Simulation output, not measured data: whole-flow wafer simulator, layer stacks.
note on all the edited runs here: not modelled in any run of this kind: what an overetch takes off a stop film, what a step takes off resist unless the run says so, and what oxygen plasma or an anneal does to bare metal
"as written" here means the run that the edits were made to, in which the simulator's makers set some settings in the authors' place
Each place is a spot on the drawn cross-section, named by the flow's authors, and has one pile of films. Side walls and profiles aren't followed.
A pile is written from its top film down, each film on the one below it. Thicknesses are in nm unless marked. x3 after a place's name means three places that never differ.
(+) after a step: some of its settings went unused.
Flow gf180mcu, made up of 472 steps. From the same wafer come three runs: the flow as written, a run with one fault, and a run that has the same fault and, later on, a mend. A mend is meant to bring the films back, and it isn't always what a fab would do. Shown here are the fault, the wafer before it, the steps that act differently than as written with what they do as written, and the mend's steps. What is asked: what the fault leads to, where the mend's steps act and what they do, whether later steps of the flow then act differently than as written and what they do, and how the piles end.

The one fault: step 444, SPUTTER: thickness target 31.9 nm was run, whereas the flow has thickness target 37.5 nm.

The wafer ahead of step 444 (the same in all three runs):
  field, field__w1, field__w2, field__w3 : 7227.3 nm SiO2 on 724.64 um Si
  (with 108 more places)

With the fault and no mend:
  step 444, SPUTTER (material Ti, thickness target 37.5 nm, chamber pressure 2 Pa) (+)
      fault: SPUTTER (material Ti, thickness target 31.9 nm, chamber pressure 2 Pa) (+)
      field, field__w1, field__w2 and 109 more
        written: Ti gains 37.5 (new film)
        fault: Ti gains 31.9 (new film)
  Steps later in the flow that act otherwise than as written (5 other steps are not shown; they differ only slightly, by no more than 2% or 0.5 nm, whichever is larger):
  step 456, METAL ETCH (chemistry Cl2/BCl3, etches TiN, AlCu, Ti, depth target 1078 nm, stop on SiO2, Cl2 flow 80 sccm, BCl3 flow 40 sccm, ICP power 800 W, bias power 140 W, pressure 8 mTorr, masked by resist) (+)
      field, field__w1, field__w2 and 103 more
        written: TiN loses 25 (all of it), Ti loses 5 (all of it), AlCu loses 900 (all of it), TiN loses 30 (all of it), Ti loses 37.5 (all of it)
        fault: TiN loses 25 (all of it), Ti loses 5 (all of it), AlCu loses 900 (all of it), TiN loses 30 (all of it), Ti loses 31.9 (all of it)
  By the end, the piles at field__w8, contact, m1, m1__w1, pad, m1_nw depart from the flow's by more than 2% or 0.5 nm, whichever is larger.
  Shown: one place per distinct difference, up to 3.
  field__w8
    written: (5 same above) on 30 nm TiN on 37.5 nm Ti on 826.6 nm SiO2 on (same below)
    fault: (5 same above) on 30 nm TiN on 31.9 nm Ti on 826.6 nm SiO2 on (same below)
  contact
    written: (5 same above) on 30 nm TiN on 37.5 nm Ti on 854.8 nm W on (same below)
    fault: (5 same above) on 30 nm TiN on 31.9 nm Ti on 854.8 nm W on (same below)
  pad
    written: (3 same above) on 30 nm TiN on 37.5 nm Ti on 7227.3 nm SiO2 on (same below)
    fault: (3 same above) on 30 nm TiN on 31.9 nm Ti on 7227.3 nm SiO2 on (same below)

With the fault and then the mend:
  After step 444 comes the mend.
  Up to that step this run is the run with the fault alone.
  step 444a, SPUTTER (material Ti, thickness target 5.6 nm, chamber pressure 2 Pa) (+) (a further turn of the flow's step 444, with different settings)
      field, field__w1, field__w2 and 109 more
        Ti gains 5.6
  None of the later steps of the flow acts differently than as written at any place that is followed.
  The piles end the same as the flow's at every place that both follow.
